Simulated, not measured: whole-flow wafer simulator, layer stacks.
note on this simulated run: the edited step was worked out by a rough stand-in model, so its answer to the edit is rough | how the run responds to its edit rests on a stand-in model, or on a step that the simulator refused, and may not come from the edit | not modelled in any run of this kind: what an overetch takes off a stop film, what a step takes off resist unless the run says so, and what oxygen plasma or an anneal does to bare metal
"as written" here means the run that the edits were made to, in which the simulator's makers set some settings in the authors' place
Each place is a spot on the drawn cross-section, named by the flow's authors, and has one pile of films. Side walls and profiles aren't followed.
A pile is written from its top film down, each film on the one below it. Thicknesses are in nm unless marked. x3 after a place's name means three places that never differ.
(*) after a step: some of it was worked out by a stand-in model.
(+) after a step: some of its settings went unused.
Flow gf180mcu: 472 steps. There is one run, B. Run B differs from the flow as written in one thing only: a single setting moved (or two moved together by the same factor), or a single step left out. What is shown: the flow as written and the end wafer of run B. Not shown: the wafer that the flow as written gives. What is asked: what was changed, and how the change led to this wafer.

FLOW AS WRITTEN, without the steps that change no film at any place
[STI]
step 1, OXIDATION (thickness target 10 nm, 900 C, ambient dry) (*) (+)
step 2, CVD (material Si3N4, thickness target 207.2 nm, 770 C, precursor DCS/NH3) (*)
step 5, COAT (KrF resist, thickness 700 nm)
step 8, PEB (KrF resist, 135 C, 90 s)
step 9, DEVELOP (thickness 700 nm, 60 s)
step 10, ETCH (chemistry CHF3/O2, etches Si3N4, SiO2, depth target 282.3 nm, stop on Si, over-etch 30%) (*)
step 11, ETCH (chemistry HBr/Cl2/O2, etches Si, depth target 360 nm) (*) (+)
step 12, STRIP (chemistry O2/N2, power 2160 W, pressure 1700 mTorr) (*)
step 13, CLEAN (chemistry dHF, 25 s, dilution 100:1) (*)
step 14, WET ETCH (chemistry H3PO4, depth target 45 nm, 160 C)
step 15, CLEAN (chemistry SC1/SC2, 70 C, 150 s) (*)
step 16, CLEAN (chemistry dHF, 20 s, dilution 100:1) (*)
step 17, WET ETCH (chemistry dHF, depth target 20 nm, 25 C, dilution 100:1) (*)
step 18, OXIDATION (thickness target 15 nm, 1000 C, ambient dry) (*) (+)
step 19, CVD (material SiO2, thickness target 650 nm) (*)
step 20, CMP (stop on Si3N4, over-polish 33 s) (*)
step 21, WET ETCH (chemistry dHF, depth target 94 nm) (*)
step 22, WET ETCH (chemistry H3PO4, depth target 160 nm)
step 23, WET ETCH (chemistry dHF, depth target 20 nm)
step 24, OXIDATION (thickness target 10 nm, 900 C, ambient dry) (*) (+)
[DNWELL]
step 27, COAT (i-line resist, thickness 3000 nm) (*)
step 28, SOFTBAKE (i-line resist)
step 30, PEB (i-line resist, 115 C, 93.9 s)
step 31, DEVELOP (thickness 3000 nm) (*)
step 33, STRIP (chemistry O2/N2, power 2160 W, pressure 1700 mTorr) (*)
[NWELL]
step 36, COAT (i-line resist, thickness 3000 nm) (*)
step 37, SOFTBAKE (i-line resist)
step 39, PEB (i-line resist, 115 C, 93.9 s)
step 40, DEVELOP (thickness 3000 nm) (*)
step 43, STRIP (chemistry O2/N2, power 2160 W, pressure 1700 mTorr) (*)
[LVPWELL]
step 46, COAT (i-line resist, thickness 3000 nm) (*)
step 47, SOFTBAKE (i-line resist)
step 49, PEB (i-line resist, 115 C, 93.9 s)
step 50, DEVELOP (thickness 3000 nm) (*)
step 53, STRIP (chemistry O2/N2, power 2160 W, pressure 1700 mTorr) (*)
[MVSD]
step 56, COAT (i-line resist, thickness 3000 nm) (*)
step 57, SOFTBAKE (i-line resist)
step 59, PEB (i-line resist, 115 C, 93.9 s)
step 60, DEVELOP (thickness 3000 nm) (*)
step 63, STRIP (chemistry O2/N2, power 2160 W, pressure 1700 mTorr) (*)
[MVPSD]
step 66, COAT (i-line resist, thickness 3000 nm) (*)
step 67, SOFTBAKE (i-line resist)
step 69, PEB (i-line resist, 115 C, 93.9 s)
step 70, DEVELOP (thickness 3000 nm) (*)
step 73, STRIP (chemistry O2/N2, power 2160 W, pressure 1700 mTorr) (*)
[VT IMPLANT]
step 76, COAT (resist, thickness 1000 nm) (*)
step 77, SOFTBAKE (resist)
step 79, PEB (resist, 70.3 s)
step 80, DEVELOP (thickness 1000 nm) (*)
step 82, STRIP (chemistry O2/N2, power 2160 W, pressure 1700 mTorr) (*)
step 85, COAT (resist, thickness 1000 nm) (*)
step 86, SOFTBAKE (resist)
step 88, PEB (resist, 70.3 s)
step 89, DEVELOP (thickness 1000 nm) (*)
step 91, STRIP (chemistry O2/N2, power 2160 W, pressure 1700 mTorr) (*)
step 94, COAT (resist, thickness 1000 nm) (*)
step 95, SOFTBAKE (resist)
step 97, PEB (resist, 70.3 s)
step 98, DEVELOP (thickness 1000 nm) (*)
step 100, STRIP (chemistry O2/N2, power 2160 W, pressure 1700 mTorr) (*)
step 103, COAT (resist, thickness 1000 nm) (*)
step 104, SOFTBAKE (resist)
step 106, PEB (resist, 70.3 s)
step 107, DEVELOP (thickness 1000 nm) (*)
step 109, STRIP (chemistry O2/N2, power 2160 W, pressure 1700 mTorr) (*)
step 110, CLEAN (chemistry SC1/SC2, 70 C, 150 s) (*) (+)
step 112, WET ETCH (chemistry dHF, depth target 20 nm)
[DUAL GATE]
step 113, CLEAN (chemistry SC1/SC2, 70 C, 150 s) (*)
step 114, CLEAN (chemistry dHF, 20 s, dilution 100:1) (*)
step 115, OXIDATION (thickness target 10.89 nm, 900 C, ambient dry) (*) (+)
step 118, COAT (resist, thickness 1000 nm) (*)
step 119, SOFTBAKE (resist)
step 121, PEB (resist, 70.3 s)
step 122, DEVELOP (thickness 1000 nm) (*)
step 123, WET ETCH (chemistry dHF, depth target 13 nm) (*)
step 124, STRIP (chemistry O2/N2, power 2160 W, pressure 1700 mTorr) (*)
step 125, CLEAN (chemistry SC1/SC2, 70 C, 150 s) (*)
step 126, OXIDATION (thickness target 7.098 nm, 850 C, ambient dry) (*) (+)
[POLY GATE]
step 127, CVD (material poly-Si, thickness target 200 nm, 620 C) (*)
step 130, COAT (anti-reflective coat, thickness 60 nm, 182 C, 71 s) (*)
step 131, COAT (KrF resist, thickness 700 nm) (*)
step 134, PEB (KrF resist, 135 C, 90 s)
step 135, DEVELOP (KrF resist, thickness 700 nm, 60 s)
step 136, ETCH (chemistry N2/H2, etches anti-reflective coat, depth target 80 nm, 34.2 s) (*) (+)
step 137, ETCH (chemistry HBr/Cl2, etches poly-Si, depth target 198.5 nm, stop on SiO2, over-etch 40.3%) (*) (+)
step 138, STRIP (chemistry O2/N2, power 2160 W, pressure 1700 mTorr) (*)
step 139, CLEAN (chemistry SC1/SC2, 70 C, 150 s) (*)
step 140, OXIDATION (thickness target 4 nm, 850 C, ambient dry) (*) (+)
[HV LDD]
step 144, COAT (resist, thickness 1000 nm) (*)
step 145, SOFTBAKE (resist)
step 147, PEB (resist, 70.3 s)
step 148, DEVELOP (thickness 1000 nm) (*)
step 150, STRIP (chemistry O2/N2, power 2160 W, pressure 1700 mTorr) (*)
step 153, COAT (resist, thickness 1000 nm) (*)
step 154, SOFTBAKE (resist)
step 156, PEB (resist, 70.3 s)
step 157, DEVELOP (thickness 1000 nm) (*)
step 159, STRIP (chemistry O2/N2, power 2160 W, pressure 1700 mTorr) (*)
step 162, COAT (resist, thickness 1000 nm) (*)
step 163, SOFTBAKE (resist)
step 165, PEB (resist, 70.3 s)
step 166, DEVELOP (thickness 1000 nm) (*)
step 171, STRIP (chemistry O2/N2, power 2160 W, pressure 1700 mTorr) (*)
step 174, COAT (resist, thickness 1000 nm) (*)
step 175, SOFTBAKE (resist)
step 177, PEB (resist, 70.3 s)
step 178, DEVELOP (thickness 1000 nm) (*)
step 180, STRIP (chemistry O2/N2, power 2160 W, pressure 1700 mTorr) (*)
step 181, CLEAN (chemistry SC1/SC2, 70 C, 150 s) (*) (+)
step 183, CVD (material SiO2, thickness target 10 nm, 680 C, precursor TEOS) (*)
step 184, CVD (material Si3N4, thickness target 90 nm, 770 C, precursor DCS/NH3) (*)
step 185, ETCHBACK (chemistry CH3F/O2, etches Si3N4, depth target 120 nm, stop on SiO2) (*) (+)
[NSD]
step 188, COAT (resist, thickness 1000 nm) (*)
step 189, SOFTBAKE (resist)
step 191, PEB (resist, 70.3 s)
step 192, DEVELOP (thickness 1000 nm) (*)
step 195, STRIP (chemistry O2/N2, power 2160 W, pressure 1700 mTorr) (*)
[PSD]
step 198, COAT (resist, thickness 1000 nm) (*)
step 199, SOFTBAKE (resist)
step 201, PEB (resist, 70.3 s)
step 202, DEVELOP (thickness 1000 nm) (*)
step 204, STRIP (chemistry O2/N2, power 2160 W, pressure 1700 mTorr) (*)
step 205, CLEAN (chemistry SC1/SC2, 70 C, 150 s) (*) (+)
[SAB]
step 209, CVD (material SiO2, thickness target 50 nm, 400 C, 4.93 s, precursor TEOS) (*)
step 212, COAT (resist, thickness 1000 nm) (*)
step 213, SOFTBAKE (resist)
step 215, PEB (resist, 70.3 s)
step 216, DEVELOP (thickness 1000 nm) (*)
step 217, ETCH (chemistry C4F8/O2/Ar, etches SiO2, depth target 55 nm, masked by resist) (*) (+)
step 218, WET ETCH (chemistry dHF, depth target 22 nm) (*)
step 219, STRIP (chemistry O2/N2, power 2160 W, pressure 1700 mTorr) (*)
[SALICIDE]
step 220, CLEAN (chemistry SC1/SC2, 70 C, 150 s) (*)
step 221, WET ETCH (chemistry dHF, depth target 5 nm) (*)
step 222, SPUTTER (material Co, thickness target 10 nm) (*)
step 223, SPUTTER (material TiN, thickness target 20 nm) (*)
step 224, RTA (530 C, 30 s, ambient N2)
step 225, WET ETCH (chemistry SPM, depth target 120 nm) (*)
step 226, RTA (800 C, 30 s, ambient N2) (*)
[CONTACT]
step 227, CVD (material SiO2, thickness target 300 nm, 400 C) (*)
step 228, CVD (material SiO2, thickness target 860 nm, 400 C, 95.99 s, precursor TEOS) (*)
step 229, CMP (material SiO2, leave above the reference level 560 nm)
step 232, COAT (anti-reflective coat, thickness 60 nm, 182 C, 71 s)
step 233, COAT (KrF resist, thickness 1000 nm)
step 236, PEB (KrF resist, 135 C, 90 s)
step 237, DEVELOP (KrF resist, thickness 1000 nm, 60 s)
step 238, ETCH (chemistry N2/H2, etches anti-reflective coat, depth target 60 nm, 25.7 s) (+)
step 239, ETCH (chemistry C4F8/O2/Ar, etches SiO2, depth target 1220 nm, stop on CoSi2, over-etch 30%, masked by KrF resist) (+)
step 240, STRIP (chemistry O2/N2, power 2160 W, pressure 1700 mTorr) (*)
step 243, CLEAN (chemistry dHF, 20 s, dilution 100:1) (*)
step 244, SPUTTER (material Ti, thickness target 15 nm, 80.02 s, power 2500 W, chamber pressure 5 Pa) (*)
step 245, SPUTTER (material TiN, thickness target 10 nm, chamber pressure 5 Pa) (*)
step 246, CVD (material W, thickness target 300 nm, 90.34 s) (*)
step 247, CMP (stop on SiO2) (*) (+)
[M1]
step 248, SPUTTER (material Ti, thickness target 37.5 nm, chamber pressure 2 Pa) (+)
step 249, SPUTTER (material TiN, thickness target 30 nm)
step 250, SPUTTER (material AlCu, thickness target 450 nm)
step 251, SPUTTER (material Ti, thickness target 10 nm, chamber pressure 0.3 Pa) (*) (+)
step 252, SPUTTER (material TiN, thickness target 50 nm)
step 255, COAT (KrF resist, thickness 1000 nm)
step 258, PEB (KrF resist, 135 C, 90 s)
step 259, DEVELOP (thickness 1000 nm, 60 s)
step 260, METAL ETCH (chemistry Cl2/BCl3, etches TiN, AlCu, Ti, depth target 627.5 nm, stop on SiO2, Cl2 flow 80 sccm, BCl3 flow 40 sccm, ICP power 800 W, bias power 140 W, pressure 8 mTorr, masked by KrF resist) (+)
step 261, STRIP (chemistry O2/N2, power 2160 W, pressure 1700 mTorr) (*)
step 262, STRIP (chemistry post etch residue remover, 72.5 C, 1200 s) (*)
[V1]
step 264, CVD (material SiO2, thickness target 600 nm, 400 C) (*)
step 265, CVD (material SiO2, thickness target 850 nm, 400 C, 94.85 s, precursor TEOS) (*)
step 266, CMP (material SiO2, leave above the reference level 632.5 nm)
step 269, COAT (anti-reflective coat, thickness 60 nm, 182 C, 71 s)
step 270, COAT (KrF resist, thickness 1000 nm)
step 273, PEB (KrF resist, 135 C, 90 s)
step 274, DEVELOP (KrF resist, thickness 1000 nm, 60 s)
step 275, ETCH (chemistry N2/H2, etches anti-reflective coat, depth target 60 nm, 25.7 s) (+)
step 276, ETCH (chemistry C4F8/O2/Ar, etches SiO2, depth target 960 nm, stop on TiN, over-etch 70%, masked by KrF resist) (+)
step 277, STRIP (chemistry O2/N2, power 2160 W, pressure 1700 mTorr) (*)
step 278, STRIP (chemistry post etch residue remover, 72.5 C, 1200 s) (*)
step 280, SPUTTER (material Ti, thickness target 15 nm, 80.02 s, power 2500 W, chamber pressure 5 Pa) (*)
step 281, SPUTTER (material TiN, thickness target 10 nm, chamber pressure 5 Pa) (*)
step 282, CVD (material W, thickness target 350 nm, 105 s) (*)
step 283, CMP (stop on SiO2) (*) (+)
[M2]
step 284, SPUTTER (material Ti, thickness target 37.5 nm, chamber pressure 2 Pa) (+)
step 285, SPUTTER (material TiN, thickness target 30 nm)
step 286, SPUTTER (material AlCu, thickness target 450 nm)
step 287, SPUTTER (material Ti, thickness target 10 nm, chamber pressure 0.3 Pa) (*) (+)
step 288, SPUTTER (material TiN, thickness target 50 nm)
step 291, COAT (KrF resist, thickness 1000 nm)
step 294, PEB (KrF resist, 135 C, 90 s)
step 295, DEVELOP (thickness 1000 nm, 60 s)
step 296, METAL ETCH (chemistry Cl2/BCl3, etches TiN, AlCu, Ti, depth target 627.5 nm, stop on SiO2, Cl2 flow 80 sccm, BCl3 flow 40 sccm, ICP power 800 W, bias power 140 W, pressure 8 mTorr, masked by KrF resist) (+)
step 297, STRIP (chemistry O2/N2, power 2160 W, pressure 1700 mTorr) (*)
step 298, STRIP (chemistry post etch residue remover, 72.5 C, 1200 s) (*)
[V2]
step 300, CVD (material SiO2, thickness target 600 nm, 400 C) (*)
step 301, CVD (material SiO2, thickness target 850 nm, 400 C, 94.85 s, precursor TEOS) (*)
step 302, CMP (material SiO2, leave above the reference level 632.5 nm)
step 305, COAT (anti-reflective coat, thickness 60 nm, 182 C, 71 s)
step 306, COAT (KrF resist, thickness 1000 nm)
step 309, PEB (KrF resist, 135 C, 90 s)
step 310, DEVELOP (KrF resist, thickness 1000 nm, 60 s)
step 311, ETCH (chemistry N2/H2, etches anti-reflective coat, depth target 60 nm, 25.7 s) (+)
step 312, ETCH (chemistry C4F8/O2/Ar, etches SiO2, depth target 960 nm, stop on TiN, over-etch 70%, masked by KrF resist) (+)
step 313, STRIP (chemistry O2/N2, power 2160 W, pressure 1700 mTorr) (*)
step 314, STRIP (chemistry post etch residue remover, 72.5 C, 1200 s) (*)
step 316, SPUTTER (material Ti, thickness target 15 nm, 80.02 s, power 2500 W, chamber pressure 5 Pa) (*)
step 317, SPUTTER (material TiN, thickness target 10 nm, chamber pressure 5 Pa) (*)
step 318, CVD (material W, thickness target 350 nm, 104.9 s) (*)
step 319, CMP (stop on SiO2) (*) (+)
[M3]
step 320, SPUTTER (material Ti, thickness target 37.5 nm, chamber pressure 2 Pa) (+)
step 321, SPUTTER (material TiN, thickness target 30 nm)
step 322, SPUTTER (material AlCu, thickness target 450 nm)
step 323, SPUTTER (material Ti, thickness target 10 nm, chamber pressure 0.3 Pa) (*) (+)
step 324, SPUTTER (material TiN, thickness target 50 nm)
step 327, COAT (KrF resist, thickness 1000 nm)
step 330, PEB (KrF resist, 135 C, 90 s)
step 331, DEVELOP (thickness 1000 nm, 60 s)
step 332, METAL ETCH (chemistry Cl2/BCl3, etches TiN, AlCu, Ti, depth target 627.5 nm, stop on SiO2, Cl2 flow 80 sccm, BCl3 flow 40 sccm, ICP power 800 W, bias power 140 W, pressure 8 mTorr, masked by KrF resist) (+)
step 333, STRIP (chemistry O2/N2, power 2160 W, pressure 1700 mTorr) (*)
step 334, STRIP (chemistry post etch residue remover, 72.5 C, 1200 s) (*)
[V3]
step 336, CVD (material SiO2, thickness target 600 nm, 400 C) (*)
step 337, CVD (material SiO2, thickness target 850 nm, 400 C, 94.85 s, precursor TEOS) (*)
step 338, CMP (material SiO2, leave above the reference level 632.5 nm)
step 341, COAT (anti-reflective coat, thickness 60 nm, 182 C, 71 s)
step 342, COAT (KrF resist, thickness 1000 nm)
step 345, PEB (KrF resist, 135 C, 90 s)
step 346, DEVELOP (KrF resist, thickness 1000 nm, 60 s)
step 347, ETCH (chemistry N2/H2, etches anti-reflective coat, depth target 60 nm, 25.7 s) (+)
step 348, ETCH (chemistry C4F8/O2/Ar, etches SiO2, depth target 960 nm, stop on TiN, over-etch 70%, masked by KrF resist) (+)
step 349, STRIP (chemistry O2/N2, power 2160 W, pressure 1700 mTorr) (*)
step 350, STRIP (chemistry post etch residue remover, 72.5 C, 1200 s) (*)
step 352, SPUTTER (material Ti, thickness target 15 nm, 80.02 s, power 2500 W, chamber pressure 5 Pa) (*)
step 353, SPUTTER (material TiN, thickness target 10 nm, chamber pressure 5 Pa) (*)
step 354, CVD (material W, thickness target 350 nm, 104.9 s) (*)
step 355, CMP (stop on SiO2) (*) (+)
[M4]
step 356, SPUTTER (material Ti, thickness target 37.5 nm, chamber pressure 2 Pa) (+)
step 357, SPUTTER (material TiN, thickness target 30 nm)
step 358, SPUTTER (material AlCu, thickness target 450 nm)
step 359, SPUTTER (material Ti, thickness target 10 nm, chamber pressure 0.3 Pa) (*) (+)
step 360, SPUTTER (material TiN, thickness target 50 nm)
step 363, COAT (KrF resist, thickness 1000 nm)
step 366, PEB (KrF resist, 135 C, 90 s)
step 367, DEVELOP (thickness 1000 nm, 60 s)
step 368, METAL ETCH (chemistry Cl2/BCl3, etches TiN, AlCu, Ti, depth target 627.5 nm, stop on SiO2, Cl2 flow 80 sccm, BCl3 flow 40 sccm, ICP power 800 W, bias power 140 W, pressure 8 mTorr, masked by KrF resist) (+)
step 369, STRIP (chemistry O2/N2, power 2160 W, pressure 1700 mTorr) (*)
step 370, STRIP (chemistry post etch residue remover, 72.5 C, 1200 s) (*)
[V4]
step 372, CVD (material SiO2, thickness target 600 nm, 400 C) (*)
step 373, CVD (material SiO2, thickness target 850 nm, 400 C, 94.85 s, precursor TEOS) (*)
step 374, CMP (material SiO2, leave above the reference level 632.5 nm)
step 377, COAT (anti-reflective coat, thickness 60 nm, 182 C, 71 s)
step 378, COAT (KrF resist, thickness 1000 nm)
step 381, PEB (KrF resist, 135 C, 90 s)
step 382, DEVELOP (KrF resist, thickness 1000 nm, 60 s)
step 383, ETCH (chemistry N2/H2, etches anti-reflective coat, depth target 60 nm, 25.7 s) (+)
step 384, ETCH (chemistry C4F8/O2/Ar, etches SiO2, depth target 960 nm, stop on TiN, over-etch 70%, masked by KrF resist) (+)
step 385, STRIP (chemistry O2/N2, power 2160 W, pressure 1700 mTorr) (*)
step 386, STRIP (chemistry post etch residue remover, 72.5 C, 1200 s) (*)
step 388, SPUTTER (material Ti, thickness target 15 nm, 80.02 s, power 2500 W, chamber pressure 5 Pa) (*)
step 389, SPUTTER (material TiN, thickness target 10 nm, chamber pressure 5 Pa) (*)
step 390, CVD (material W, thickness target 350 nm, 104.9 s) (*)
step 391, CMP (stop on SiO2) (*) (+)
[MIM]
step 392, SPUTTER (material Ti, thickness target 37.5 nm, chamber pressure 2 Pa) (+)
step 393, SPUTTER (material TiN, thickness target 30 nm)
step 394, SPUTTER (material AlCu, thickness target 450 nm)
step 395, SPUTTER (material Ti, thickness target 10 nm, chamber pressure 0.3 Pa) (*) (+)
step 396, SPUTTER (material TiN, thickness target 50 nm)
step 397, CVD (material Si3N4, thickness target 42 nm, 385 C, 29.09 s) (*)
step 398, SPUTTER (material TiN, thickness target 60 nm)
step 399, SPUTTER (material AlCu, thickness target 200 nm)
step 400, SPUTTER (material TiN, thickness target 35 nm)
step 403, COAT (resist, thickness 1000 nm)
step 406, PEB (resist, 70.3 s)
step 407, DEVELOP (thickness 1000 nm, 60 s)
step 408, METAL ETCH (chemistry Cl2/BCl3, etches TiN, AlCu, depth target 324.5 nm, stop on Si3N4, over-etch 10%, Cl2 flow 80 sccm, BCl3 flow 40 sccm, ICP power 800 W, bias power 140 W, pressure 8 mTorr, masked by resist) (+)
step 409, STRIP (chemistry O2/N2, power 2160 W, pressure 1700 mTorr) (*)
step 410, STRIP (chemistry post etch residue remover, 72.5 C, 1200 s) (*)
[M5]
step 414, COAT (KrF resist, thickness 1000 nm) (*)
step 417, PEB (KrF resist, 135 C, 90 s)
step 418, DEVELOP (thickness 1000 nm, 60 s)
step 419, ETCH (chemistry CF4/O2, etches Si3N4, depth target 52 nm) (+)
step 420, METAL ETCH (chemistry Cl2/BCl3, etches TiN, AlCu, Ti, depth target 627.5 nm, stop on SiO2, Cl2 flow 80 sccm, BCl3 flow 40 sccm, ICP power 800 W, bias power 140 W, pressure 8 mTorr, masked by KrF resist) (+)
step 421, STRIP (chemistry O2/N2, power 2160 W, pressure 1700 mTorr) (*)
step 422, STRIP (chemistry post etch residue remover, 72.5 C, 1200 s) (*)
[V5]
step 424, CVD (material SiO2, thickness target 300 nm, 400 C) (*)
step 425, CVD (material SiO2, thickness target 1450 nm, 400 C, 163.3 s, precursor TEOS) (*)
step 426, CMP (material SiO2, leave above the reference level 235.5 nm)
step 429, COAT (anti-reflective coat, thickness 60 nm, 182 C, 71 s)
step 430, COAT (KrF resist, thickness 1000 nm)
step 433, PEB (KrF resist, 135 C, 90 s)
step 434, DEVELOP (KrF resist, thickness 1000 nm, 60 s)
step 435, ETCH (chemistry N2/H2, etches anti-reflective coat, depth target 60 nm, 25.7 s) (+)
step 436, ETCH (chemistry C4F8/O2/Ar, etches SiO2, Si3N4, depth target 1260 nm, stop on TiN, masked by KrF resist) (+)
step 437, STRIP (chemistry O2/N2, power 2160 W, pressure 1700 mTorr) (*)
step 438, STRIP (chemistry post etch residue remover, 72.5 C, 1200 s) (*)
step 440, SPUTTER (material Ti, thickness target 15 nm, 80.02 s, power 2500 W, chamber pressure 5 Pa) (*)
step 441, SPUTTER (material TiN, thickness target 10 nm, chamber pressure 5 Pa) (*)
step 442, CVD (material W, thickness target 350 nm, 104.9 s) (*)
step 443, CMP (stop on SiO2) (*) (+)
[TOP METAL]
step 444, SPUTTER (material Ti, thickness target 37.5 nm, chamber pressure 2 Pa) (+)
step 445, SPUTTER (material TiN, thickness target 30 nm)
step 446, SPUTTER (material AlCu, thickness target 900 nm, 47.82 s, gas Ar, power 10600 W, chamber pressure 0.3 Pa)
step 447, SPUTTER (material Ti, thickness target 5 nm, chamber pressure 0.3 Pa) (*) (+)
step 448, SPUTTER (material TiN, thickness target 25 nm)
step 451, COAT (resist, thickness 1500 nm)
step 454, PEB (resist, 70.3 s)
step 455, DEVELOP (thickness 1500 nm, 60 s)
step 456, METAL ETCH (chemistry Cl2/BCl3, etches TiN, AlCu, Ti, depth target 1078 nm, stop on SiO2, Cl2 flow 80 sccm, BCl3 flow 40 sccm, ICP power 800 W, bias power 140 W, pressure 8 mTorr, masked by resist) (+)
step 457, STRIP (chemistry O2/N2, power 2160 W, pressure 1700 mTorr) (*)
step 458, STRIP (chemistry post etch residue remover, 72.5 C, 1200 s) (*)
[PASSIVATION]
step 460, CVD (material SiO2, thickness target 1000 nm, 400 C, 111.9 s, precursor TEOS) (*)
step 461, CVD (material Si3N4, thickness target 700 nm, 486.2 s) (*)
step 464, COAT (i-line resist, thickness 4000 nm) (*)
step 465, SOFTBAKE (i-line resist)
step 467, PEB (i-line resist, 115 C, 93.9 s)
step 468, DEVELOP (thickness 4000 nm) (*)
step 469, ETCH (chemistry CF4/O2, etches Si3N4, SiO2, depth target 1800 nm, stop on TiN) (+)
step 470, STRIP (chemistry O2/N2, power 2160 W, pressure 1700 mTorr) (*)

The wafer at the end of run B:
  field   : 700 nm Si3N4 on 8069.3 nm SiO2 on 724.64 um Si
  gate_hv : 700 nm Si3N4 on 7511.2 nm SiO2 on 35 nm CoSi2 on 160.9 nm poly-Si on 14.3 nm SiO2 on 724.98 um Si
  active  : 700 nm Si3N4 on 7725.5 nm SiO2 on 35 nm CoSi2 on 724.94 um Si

Cause: step 227, CVD: thickness target 142 nm was run, while the flow as written has thickness target 300 nm.

The path from the change to this, step by step:
  step 227, CVD (material SiO2, thickness target 300 nm, 400 C) (*)
      field, field__w1, field__w2 and 58 more: +142 SiO2 (in the flow as written it would be: +300 SiO2)
      active, p_well, gate and 47 more: +142 SiO2 (new film) (in the flow as written it would be: +300 SiO2 (new film))
  step 228, CVD (material SiO2, thickness target 860 nm, 400 C, 95.99 s, precursor TEOS) (*)
      field__w3, field__w12: +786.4 SiO2 (in the flow as written it would be: +807.3 SiO2)
      field__w2: +791.1 SiO2 (in the flow as written it would be: +810.7 SiO2)
  step 229, CMP (material SiO2, leave above the reference level 560 nm)
      ld_drift_p, ld_drn_p: -439.5 SiO2 (in the flow as written it would be: -425.8 SiO2)
      nw_enc_fld_lv__w1, nw_enc_fld_lv__w4: -322.2 SiO2 (in the flow as written it would be: -332.2 SiO2)
      (and at 8 other places as well)
  step 239, ETCH (chemistry C4F8/O2/Ar, etches SiO2, depth target 1220 nm, stop on CoSi2, over-etch 30%, masked by KrF resist) (+)
      field, field__w1, field__w2 and 105 more: -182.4 KrF resist (in the flow as written it would be: -223.5 KrF resist)
      polyc_n, polyc_p: -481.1 SiO2 (all of it) (in the flow as written it would be: -639.1 SiO2 (all of it))
      (and at 1 other place as well)
  step 240, STRIP (chemistry O2/N2, power 2160 W, pressure 1700 mTorr) (*)
      field, field__w1, field__w2 and 105 more: -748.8 KrF resist (all of it), -60 anti-reflective coat (all of it) (in the flow as written it would be: -707.7 KrF resist (all of it), -60 anti-reflective coat (all of it))
  step 244, SPUTTER (material Ti, thickness target 15 nm, 80.02 s, power 2500 W, chamber pressure 5 Pa) (*)
      contact: +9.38 Ti (new film) (in the flow as written it would be: +8.55 Ti (new film))
  step 245, SPUTTER (material TiN, thickness target 10 nm, chamber pressure 5 Pa) (*)
      contact: +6 TiN (new film) (in the flow as written it would be: +5.48 TiN (new film))
  step 246, CVD (material W, thickness target 300 nm, 90.34 s) (*)
      polyc_n, polyc_p: +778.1 W (new film) (in the flow as written it would be: +936.1 W (new film))
      contact: +1008.2 W (new film) (in the flow as written it would be: +1167.5 W (new film))
